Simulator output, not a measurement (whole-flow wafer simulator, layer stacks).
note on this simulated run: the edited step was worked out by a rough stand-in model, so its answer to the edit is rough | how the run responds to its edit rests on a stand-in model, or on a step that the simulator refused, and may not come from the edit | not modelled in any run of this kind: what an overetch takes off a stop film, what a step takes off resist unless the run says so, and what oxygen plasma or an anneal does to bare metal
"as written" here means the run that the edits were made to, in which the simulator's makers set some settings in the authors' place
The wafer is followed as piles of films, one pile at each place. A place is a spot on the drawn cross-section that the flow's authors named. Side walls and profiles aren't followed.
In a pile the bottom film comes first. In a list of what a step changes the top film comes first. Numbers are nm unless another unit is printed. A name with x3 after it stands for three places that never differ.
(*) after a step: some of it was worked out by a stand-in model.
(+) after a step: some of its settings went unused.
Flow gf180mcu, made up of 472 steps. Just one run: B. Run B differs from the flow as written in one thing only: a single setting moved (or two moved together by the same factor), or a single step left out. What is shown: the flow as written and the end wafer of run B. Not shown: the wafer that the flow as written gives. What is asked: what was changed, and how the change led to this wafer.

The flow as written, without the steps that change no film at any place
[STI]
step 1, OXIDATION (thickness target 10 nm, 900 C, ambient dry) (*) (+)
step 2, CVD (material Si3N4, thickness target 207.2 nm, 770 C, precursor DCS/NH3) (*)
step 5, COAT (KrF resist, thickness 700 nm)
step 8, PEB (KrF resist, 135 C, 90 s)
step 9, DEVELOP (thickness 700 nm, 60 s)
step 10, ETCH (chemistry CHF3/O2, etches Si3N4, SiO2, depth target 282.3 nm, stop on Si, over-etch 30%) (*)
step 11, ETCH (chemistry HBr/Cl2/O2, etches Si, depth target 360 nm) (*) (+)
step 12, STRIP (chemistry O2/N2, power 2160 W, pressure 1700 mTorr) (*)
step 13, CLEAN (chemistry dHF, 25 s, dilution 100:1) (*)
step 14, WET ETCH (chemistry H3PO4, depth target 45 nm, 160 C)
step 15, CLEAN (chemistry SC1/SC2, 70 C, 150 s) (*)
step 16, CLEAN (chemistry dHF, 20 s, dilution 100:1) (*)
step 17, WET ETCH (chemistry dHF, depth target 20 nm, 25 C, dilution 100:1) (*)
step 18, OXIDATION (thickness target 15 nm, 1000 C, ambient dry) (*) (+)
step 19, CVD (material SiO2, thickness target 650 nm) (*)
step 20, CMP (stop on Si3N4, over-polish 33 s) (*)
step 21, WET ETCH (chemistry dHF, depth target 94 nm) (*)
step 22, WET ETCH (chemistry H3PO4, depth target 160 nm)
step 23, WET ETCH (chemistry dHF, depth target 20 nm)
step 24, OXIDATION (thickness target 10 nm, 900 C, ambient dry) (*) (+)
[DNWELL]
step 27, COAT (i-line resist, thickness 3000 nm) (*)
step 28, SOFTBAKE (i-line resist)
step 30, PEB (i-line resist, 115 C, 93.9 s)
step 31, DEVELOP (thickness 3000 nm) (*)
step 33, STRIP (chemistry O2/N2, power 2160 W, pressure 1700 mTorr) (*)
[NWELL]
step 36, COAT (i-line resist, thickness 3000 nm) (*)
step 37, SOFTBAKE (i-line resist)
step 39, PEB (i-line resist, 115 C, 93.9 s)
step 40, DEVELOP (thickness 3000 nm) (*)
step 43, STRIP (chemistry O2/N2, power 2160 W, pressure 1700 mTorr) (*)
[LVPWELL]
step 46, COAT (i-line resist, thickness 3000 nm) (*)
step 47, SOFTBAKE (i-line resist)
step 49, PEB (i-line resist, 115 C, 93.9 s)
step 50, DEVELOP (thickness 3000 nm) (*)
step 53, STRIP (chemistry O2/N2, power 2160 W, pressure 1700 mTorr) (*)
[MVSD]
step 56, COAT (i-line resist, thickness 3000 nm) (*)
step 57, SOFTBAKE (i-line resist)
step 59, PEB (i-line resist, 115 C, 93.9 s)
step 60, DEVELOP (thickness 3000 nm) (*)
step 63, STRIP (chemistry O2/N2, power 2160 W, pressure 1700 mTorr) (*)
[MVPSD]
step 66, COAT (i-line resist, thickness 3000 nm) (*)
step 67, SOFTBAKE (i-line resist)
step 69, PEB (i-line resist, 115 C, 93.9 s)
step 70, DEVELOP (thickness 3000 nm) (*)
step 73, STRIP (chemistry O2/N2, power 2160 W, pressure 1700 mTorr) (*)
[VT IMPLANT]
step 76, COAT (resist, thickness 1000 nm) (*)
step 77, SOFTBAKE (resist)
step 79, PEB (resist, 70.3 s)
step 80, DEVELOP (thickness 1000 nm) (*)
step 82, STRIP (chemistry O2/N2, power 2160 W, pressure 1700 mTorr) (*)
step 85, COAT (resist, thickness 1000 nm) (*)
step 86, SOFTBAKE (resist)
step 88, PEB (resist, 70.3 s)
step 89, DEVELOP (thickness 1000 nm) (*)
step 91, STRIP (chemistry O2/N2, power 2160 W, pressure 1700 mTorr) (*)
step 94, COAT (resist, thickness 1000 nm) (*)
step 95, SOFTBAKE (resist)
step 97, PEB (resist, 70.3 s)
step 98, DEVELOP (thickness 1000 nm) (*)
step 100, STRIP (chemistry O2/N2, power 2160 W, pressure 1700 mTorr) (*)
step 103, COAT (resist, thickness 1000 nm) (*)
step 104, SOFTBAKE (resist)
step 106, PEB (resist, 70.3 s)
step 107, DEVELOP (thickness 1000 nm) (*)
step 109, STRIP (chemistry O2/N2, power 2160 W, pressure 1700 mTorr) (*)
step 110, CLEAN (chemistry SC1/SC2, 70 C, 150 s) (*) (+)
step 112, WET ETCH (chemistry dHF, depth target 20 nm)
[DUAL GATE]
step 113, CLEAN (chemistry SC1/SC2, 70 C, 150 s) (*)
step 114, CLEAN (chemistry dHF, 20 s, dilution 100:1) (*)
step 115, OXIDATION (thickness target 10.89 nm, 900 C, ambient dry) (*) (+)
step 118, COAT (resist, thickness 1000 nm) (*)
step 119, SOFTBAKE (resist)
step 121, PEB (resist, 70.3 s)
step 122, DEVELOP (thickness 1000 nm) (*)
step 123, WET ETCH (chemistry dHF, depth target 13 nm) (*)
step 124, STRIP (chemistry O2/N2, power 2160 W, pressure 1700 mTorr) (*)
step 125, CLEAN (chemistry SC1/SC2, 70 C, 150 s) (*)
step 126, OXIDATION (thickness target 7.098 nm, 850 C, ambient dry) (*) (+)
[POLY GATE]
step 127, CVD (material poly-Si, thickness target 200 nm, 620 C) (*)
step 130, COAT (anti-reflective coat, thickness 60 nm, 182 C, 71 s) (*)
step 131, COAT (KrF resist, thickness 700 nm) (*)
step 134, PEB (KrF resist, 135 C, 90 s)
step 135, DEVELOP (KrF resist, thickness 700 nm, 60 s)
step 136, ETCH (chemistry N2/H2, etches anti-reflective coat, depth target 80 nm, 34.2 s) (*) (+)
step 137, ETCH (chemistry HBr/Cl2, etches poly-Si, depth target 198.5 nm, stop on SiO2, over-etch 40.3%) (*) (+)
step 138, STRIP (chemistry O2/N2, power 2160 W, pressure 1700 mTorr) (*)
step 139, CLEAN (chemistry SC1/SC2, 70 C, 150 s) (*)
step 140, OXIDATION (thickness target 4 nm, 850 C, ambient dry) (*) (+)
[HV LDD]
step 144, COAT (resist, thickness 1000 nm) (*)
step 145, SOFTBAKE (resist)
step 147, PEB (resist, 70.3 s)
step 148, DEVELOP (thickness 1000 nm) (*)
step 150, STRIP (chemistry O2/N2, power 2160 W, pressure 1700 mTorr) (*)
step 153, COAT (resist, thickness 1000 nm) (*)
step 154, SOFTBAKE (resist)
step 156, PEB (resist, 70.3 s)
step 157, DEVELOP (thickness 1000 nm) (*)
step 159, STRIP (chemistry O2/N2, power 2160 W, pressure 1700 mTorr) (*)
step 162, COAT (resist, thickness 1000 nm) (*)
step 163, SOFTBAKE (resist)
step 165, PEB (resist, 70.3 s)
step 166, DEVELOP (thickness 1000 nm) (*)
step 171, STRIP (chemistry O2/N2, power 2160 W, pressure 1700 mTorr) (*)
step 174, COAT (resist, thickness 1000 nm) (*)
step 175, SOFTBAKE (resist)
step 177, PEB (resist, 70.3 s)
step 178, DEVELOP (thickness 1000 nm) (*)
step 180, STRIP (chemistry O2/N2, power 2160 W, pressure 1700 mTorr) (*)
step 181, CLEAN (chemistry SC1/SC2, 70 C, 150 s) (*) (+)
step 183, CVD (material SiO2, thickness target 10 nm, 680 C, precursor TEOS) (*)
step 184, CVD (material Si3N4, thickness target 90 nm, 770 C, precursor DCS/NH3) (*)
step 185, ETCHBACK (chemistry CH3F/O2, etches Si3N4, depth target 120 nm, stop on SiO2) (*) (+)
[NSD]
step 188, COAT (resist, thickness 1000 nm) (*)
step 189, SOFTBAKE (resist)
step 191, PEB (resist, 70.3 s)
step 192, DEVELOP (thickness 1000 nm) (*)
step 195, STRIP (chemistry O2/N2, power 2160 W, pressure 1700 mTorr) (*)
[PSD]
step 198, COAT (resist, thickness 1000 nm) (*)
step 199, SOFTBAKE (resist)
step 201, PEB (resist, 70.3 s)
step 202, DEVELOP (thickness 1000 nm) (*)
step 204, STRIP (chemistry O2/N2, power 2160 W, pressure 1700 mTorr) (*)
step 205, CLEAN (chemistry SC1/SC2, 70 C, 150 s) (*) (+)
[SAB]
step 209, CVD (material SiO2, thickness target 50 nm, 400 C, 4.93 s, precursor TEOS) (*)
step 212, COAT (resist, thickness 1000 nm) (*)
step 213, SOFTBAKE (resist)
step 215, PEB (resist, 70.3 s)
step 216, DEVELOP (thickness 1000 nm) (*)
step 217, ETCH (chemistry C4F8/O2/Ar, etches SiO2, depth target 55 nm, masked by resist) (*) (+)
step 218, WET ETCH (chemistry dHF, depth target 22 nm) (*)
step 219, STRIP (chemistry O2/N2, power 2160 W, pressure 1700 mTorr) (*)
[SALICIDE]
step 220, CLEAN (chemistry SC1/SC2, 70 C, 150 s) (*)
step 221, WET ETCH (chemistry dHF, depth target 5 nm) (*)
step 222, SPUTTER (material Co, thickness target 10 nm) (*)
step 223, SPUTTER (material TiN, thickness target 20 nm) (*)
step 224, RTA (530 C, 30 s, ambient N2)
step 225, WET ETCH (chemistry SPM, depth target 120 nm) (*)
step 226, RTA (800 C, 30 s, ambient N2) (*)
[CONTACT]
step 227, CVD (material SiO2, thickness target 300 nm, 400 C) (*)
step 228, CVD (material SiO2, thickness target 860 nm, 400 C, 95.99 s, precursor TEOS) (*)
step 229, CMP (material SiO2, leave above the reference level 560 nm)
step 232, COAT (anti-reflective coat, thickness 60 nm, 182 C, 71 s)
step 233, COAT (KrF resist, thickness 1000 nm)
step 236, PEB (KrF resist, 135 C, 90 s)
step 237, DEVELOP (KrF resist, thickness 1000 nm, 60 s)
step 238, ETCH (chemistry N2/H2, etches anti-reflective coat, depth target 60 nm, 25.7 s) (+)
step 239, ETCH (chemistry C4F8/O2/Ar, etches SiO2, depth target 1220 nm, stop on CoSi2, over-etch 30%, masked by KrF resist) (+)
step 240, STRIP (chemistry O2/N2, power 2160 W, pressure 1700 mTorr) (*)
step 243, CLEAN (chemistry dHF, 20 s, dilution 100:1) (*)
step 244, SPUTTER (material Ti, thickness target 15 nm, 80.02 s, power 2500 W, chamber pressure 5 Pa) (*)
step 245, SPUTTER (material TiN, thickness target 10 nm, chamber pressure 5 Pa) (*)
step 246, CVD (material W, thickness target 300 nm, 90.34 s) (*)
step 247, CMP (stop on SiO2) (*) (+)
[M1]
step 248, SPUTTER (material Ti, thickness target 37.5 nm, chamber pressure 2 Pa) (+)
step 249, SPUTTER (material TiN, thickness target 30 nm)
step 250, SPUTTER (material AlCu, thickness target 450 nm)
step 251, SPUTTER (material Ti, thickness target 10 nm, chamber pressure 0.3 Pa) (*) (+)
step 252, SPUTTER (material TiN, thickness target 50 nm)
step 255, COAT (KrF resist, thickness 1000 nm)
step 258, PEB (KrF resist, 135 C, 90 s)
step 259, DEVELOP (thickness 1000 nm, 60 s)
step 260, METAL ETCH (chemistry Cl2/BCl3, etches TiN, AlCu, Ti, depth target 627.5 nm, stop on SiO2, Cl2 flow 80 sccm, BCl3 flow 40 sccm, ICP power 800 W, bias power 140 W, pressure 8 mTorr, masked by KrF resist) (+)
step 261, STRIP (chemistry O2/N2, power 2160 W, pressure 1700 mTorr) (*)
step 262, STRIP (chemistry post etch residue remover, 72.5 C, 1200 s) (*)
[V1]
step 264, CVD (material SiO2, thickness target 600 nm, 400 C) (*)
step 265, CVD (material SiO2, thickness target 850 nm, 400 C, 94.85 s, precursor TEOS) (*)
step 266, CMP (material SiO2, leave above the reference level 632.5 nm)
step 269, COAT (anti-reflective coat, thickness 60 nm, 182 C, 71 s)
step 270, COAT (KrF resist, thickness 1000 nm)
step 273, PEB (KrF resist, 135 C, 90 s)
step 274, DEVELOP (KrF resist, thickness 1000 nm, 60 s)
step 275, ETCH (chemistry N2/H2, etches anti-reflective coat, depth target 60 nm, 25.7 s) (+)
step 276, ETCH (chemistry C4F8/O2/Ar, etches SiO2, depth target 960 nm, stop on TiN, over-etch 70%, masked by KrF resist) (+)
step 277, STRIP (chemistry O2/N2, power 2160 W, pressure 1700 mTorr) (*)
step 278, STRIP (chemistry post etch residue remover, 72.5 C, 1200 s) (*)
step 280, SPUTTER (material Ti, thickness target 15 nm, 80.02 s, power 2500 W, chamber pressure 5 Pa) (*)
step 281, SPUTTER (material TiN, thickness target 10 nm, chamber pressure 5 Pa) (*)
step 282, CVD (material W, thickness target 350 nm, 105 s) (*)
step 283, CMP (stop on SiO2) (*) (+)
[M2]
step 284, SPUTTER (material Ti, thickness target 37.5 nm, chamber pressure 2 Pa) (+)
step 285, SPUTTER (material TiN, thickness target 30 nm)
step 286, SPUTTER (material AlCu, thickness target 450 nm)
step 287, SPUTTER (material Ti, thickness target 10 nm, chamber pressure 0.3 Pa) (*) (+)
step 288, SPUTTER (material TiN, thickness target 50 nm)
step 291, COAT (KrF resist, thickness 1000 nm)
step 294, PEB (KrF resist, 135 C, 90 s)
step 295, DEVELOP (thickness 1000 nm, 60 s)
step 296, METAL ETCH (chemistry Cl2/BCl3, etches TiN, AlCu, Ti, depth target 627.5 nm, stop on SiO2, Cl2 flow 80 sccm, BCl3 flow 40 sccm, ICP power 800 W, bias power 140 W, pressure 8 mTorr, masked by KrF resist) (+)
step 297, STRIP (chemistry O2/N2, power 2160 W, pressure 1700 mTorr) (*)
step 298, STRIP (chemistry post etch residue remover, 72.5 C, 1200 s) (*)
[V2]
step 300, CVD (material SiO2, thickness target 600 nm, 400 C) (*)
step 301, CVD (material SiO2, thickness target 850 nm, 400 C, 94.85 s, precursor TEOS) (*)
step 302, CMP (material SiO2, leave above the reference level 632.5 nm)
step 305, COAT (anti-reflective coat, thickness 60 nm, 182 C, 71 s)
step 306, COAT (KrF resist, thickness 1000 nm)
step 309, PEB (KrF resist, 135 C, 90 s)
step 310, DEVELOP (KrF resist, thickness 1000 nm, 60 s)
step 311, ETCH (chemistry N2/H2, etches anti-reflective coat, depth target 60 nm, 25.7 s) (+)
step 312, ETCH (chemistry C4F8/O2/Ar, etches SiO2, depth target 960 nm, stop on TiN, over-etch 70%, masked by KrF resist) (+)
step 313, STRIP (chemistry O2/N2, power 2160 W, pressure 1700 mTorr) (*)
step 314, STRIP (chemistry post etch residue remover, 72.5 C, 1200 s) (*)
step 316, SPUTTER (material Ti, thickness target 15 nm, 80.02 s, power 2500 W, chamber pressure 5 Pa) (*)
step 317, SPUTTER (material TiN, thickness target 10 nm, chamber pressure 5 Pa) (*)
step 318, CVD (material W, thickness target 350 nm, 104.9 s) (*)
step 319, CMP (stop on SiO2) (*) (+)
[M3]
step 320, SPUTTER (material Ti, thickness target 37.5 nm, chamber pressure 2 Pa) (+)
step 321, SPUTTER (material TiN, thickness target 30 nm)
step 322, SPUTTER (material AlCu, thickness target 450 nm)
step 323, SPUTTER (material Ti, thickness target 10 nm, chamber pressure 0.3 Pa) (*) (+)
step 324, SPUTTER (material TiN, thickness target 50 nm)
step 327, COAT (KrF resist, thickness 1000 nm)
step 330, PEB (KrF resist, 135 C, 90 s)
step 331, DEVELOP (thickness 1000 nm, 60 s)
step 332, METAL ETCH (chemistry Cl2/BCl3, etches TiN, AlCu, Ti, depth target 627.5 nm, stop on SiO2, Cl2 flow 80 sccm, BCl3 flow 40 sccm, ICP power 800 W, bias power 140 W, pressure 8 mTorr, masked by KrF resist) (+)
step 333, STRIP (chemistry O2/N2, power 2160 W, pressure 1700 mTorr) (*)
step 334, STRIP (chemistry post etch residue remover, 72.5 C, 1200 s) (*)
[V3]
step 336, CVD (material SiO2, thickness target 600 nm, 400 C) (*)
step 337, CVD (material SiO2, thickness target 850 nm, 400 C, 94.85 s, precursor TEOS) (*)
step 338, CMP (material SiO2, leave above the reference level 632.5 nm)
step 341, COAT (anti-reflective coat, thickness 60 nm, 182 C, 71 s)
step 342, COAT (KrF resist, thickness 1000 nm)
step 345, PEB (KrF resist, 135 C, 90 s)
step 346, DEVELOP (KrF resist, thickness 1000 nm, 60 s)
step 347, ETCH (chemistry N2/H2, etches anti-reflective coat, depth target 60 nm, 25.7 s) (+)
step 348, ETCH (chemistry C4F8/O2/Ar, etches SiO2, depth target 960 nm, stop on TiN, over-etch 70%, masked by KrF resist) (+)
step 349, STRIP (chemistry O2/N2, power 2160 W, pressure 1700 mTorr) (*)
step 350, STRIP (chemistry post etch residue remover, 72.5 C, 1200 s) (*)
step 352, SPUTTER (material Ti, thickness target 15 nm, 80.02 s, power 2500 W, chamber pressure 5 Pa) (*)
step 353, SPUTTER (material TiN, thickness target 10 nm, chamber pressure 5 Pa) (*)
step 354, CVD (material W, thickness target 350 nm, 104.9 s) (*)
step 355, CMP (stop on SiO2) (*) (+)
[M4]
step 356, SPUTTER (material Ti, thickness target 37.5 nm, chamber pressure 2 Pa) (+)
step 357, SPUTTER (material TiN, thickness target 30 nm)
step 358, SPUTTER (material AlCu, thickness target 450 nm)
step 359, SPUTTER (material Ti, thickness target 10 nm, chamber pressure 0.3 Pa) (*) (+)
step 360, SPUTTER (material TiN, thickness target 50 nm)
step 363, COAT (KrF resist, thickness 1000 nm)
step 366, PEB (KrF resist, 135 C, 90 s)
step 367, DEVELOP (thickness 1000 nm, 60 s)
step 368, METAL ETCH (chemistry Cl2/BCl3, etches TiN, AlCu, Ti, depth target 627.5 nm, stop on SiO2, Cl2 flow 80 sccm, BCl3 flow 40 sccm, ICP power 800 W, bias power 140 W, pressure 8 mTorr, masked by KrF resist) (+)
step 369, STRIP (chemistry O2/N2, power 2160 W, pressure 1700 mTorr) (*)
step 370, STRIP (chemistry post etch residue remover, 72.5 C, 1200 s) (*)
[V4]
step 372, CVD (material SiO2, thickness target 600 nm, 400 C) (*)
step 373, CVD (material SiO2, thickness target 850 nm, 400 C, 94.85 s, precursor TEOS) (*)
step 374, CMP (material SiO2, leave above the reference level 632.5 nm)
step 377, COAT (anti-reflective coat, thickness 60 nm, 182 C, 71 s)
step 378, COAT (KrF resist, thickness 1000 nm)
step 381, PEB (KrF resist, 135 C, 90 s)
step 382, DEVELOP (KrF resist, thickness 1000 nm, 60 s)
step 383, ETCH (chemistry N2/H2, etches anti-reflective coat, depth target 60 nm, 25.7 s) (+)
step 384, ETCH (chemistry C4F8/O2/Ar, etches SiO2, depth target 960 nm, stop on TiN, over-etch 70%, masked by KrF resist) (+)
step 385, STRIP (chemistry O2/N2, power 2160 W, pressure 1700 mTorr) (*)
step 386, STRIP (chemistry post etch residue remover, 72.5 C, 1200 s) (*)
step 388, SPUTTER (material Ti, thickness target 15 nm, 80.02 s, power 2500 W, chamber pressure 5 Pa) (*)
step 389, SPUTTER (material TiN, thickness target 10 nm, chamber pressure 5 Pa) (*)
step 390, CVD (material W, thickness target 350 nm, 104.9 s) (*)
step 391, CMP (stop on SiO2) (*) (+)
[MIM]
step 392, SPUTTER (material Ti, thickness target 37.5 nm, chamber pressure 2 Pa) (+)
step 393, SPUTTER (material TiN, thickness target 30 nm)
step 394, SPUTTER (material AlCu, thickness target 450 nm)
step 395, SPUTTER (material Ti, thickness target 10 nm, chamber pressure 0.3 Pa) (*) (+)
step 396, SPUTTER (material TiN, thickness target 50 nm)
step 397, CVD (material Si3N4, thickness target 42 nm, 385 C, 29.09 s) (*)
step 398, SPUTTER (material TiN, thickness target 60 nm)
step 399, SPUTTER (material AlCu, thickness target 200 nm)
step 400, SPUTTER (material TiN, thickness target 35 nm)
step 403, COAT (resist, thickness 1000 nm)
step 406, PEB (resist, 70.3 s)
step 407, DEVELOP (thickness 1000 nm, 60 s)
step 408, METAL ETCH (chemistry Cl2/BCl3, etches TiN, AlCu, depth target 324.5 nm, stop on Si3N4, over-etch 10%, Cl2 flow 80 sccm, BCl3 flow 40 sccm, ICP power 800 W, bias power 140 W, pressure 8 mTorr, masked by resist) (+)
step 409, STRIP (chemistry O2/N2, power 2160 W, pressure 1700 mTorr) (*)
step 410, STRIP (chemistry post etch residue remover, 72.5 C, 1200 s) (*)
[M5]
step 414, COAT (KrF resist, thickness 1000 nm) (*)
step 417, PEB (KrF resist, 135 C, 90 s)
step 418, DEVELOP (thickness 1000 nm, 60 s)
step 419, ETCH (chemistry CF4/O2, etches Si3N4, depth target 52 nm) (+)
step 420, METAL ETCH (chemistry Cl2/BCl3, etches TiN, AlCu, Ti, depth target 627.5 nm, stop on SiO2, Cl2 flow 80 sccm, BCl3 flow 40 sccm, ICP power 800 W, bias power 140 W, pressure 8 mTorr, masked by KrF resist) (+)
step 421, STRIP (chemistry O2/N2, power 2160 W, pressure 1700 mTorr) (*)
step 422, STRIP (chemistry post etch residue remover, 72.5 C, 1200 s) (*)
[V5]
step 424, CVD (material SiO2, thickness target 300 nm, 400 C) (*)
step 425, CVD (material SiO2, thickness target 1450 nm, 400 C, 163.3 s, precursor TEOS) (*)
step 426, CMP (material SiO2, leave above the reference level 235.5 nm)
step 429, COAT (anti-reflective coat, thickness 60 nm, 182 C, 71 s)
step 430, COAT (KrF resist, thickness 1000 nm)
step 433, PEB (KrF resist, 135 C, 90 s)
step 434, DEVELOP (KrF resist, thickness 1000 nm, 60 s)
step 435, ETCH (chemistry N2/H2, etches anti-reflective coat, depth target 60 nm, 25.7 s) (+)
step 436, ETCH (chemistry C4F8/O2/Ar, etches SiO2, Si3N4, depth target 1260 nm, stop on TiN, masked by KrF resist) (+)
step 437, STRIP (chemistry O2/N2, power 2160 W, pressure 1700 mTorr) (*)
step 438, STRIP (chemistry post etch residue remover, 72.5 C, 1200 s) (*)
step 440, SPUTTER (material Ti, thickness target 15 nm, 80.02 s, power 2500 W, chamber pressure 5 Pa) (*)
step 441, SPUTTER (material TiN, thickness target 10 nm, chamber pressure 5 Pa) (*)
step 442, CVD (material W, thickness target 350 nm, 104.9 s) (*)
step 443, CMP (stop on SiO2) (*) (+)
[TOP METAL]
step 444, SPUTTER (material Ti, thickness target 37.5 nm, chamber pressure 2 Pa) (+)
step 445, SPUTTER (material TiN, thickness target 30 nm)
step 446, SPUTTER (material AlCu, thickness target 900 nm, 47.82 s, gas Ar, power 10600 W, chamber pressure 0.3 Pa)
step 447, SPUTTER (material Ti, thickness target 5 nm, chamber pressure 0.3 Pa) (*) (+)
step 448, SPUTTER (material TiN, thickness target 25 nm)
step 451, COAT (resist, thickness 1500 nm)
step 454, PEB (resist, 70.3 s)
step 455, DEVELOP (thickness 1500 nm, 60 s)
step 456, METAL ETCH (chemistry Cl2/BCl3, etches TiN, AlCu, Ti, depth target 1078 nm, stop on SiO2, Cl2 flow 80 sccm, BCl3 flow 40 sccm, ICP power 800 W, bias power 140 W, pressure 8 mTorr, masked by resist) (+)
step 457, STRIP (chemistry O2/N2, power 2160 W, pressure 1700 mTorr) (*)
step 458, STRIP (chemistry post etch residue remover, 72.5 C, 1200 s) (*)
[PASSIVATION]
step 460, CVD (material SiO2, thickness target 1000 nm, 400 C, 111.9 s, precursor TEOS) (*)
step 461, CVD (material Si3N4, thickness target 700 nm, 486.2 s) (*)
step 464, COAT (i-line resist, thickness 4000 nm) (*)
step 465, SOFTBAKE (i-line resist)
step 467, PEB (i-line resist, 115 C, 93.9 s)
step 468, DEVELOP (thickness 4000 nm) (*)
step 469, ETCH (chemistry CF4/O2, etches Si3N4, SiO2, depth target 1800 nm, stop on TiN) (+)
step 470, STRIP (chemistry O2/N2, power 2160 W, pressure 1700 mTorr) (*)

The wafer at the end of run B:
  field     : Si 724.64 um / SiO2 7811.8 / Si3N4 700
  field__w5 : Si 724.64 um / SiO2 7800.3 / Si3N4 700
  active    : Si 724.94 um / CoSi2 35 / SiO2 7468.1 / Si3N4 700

The reason: step 425, CVD: thickness target 725 nm was run, though the flow has thickness target 1450 nm; step 425, CVD: 81.64 s was run, where the flow has 163.3 s.

Step by step, how the change led to this:
  step 425, CVD (material SiO2, thickness target 1450 nm, 400 C, 163.3 s, precursor TEOS) (*)
      field, field__w1, field__w4 and 100 more: SiO2 gains 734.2 (as written it would have been: SiO2 gains 1450)
      field__w2, field__w3, field__w12 and 6 more: SiO2 gains 720.6 (as written it would have been: SiO2 gains 1421.8)
  step 426, CMP (material SiO2, leave above the reference level 235.5 nm)
      field, field__w1, field__w5 and 92 more: nothing (as written it would have been: SiO2 loses 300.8)
      field__w2, field__w3, field__w12 and 6 more: nothing (as written it would have been: SiO2 loses 272.7)
      (as well as at 8 more places)
  step 429, COAT (anti-reflective coat, thickness 60 nm, 182 C, 71 s)
      field_sub, field_sub__w2, field_sub__w3 and 8 more: anti-reflective coat gains 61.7 (new film) (as written it would have been: anti-reflective coat gains 60 (new film))
      p_well, sti, spacer, sd_n, pad, dice_street: anti-reflective coat gains 62.9 (new film) (as written it would have been: anti-reflective coat gains 60 (new film))
      (as well as at 56 more places)
  step 430, COAT (KrF resist, thickness 1000 nm)
      field: KrF resist gains 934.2 (new film) (as written it would have been: KrF resist gains 1000 (new film))
      field__w5: KrF resist gains 1023.3 (new film) (as written it would have been: KrF resist gains 1000 (new film))
      (as well as at 28 more places)
  step 433, PEB (KrF resist, 135 C, 90 s)
      field__w7, ppoly_u, npoly_sal: KrF resist loses 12 (as written it would have been: KrF resist loses 10.5)
      field: KrF resist loses 9.51 (as written it would have been: KrF resist loses 10.5)
      (as well as at 18 more places)
  step 434, DEVELOP (KrF resist, thickness 1000 nm, 60 s)
      contact: KrF resist loses 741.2 (all of it) (as written it would have been: KrF resist loses 989.5 (all of it))
  step 435, ETCH (chemistry N2/H2, etches anti-reflective coat, depth target 60 nm, 25.7 s) (+)
      contact: anti-reflective coat loses 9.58 (all of it), SiO2 loses 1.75 (as written it would have been: anti-reflective coat loses 60 (all of it), SiO2 loses 0.46)
  step 437, STRIP (chemistry O2/N2, power 2160 W, pressure 1700 mTorr) (*)
      p_well, sti, spacer, sd_n, pad, dice_street: KrF resist loses 680 (all of it), anti-reflective coat loses 62.9 (all of it) (as written it would have been: KrF resist loses 679.2 (all of it), anti-reflective coat loses 60 (all of it))
      field_sub__w3, ld_fp_p, ld_drift_p: KrF resist loses 683.1 (all of it), anti-reflective coat loses 61.7 (all of it) (as written it would have been: KrF resist loses 679.2 (all of it), anti-reflective coat loses 60 (all of it))
      (as well as at 63 more places)
  step 440, SPUTTER (material Ti, thickness target 15 nm, 80.02 s, power 2500 W, chamber pressure 5 Pa) (*)
      field__w2: Ti gains 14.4 (new film) (as written it would have been: Ti gains 15 (new film))
      contact: Ti gains 10.3 (new film) (as written it would have been: Ti gains 8.12 (new film))
  step 441, SPUTTER (material TiN, thickness target 10 nm, chamber pressure 5 Pa) (*)
      contact: TiN gains 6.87 (new film) (as written it would have been: TiN gains 5.38 (new film))
  step 442, CVD (material W, thickness target 350 nm, 104.9 s) (*)
      contact: W gains 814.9 (new film) (as written it would have been: W gains 1233.6 (new film))
  step 443, CMP (stop on SiO2) (*) (+)
      field__w3, field__w12, npoly_sal, ppoly_sal, nw_sep_fld, gate_hv5, gate_p_hv5, sti_nw: W loses 350 (all of it), TiN loses 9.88 (all of it), Ti loses 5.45 (as written it would have been: W loses 350 (all of it), TiN loses 10 (all of it), Ti loses 15 (all of it), SiO2 loses 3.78)
      field__w2: W loses 350.2 (all of it), TiN loses 9.58 (all of it), Ti loses 5.02 (as written it would have been: W loses 350 (all of it), TiN loses 10 (all of it), Ti loses 15 (all of it), SiO2 loses 3.78)
      (as well as at 102 more places)
  step 444, SPUTTER (material Ti, thickness target 37.5 nm, chamber pressure 2 Pa) (+)
      field__w2, field__w3, field__w12 and 6 more: Ti gains 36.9 (as written it would have been: Ti gains 37.5 (new film))
  step 445, SPUTTER (material TiN, thickness target 30 nm)
      field__w2, field__w3, field__w12 and 6 more: TiN gains 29 (new film) (as written it would have been: TiN gains 30 (new film))
  step 446, SPUTTER (material AlCu, thickness target 900 nm, 47.82 s, gas Ar, power 10600 W, chamber pressure 0.3 Pa)
      field__w2, field__w3, field__w12 and 6 more: AlCu gains 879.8 (new film) (as written it would have been: AlCu gains 900 (new film))
  step 447, SPUTTER (material Ti, thickness target 5 nm, chamber pressure 0.3 Pa) (*) (+)
      field__w2: Ti gains 4.1 (new film) (as written it would have been: Ti gains 5 (new film))
  ... 10 other steps ...
  step 470, STRIP (chemistry O2/N2, power 2160 W, pressure 1700 mTorr) (*)
      field__w8, m1__w1: i-line resist loses 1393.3 (all of it) (as written it would have been: i-line resist loses 1775.9 (all of it))
      m1: i-line resist loses 1409.8 (all of it) (as written it would have been: i-line resist loses 1798.9 (all of it))
      (as well as at 3 more places)
